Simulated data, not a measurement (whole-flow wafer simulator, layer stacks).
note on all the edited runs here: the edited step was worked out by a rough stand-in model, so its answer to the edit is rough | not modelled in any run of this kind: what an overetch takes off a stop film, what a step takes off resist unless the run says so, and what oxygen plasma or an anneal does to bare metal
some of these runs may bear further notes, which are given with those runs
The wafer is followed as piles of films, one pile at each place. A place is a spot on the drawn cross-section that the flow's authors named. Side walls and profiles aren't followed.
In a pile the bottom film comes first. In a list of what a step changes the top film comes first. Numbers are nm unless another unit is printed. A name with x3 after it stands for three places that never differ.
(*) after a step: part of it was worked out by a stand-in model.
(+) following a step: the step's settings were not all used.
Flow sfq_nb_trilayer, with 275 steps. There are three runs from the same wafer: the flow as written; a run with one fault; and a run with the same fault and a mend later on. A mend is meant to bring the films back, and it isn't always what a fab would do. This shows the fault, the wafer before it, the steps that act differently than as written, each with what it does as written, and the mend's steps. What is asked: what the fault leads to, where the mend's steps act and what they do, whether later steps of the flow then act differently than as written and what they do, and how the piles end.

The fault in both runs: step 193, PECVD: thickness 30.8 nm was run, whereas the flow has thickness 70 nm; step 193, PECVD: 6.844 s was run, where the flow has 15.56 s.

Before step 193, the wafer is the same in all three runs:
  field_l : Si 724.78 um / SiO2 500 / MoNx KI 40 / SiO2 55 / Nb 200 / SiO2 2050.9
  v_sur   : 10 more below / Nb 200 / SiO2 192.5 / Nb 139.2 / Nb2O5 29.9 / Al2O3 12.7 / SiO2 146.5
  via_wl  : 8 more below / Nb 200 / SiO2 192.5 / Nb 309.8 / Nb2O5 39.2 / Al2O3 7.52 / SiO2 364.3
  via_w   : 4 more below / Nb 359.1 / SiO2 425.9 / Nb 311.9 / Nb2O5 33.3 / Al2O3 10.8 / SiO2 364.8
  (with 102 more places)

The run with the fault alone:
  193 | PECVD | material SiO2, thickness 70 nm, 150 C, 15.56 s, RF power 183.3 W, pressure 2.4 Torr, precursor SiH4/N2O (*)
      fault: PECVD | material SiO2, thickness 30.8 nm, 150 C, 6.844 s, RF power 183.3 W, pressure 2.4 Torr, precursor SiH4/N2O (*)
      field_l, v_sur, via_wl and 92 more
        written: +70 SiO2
        fault: +30.8 SiO2
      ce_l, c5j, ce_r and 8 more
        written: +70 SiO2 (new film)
        fault: +30.8 SiO2 (new film)
  Steps further on in the flow that do not act as written (8 more steps, not shown, differ only slightly: by at most 2% or 0.5 nm, whichever is larger):
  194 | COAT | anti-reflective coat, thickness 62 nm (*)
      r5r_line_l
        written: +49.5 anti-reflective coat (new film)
        fault: +48.5 anti-reflective coat (new film)
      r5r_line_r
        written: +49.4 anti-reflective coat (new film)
        fault: +48.4 anti-reflective coat (new film)
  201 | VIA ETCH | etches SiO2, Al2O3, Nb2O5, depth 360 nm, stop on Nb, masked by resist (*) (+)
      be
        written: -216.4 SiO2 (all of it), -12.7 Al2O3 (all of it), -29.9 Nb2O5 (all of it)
        fault: -177.2 SiO2 (all of it), -12.7 Al2O3 (all of it), -29.9 Nb2O5 (all of it)
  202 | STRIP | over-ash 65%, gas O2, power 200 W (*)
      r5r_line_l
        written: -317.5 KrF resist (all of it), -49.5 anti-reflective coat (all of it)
        fault: -317.1 KrF resist (all of it), -48.5 anti-reflective coat (all of it)
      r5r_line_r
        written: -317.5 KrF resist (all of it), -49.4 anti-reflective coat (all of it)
        fault: -317.3 KrF resist (all of it), -48.4 anti-reflective coat (all of it)
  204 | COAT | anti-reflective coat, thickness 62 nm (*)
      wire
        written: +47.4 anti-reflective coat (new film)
        fault: +48.6 anti-reflective coat (new film)
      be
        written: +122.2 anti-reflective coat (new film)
        fault: +116.4 anti-reflective coat (new film)
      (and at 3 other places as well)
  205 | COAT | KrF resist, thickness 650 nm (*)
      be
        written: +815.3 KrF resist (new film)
        fault: +787.2 KrF resist (new film)
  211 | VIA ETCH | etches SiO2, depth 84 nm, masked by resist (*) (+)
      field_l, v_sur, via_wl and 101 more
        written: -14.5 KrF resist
        fault: -7.93 KrF resist
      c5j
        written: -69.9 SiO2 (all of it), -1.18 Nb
        fault: -30.7 SiO2 (all of it), -1.27 Nb
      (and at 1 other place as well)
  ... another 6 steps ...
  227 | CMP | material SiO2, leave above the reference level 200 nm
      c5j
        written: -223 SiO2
        fault: -256.9 SiO2
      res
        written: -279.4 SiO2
        fault: -325.7 SiO2
  At v_sur, via_wl, via_w and 79 more, the piles at the end differ from the flow's by more than 2% or 0.5 nm, whichever is larger.
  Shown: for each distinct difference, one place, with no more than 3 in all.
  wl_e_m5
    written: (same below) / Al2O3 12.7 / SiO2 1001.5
    fault: (same below) / Al2O3 12.7 / SiO2 962.3
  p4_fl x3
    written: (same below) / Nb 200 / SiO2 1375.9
    fault: (same below) / Nb 200 / SiO2 1336.7
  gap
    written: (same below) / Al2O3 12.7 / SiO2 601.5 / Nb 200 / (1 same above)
    fault: (same below) / Al2O3 12.7 / SiO2 562.3 / Nb 200 / (1 same above)

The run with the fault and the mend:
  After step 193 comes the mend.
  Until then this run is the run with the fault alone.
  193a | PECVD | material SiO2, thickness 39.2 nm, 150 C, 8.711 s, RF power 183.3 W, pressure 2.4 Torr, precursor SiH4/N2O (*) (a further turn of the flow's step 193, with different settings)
      field_l, v_sur, via_wl and 103 more
        +39.2 SiO2
  Every later step of the flow that is run acts as written, at every place that is followed, to within 2% or 0.5 nm, whichever is larger.
  By the end, the piles equal the flow's at every place that both follow.
